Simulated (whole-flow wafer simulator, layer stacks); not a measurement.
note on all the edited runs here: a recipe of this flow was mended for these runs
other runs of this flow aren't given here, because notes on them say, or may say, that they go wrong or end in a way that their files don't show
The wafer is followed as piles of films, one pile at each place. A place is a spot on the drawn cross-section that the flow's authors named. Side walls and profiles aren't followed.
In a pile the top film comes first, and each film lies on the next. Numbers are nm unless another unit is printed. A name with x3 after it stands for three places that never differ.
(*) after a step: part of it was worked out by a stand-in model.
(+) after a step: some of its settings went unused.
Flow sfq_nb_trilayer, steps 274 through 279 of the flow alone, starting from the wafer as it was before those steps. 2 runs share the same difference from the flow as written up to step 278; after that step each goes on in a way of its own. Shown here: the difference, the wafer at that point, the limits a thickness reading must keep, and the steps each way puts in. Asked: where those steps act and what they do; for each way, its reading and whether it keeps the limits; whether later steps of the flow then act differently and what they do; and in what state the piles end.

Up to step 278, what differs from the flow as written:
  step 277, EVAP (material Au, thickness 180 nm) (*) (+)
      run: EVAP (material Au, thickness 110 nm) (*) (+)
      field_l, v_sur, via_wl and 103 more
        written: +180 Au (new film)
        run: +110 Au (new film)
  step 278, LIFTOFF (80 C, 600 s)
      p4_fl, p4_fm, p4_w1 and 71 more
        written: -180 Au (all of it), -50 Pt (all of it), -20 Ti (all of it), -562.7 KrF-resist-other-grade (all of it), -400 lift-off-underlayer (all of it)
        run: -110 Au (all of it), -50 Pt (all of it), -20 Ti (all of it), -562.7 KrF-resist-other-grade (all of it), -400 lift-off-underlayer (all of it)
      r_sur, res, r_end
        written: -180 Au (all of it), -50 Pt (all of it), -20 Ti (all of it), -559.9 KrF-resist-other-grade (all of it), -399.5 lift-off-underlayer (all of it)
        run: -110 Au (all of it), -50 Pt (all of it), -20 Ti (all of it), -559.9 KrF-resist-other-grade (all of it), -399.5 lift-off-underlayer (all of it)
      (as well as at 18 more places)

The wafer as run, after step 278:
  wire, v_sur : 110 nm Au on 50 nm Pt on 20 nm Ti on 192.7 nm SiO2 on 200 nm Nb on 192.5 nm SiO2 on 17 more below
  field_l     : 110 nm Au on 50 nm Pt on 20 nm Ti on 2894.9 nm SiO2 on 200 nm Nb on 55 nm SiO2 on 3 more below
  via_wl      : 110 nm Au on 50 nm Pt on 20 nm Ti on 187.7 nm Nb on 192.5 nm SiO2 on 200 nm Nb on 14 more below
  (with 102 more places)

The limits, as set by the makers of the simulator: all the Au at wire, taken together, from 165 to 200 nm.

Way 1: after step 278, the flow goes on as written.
  After step 278, the reading is 110 nm, outside the limits.
  None of the later steps of the flow acts differently than as written at any place that is followed.
  By the end, the piles at field_l, v_sur, via_wl and 8 more depart from the flow's by more than 2% or 0.5 nm, whichever is larger.
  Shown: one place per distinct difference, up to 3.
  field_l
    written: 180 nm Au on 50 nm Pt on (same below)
    way: 110 nm Au on 50 nm Pt on (same below)

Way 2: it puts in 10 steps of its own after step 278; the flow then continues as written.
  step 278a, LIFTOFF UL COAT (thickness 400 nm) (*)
      p4_w1, wl_c_sl, wl_c_m6, wl_c_sr, wl_d_sr, wl_e_sl
        +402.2 lift-off-underlayer (new film)
      m0r_line_l x2, m6r_line_l x2, m7r_line_l x2
        +419 lift-off-underlayer (new film)
      m0r_space_l x2, m6r_space_l x4
        +433 lift-off-underlayer (new film)
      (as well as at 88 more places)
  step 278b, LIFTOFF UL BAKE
      alters no film at any place that is followed
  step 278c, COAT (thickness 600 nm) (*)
      wl_c_m6, wl_c_sr, wl_d_sl, wl_d_m1, wl_d_sr, wl_e_sl
        +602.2 KrF-resist-other-grade (new film)
      m0r_line_l x2, m6r_line_l x2, m7r_line_l x2
        +614.4 KrF-resist-other-grade (new film)
      m0r_space_l x2, m6r_space_l x4
        +602.9 KrF-resist-other-grade (new film)
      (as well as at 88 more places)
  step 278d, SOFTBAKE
      alters no film at any place that is followed
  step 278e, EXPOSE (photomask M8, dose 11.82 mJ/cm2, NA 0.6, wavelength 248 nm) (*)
      alters no film at any place that is followed
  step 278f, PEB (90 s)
      v_sur, p4_fl, p4_fm and 39 more
        -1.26 KrF-resist-other-grade
      ce_l, c5j, ce_r and 12 more
        -1.31 KrF-resist-other-grade
      p4_w1, p4_g1, p4_fr and 11 more
        -1.27 KrF-resist-other-grade
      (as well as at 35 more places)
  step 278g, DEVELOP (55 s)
      be, be_sur, gap and 92 more
        -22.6 KrF-resist-other-grade
      field_l
        -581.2 KrF-resist-other-grade (all of it), -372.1 lift-off-underlayer (all of it)
      v_sur
        -600.1 KrF-resist-other-grade (all of it), -343.1 lift-off-underlayer (all of it)
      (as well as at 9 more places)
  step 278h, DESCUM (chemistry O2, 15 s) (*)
      be, be_sur, gap and 92 more
        -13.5 KrF-resist-other-grade
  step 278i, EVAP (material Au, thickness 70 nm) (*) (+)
      be, be_sur, gap and 92 more
        +70 Au (new film)
      field_l, v_sur, via_wl and 8 more
        +70 Au
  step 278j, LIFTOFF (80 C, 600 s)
      m0r_line_l x2, m6r_line_l x2, m7r_line_l x2
        -70 Au (all of it), -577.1 KrF-resist-other-grade (all of it), -419 lift-off-underlayer (all of it)
      m0r_space_l x2, m6r_space_l x4
        -70 Au (all of it), -565.6 KrF-resist-other-grade (all of it), -433 lift-off-underlayer (all of it)
      wl_c_sl, wl_c_m6, wl_c_sr, wl_d_sr, wl_e_sl
        -70 Au (all of it), -564.9 KrF-resist-other-grade (all of it), -402.2 lift-off-underlayer (all of it)
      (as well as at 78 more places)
  After step 278j, the reading is 180 nm, within the limits.
  None of the later steps of the flow acts differently than as written at any place that is followed.
  By the end, the piles equal the flow's at every place that both follow.

Keeping within the limits: way 2. Outside them: way 1.
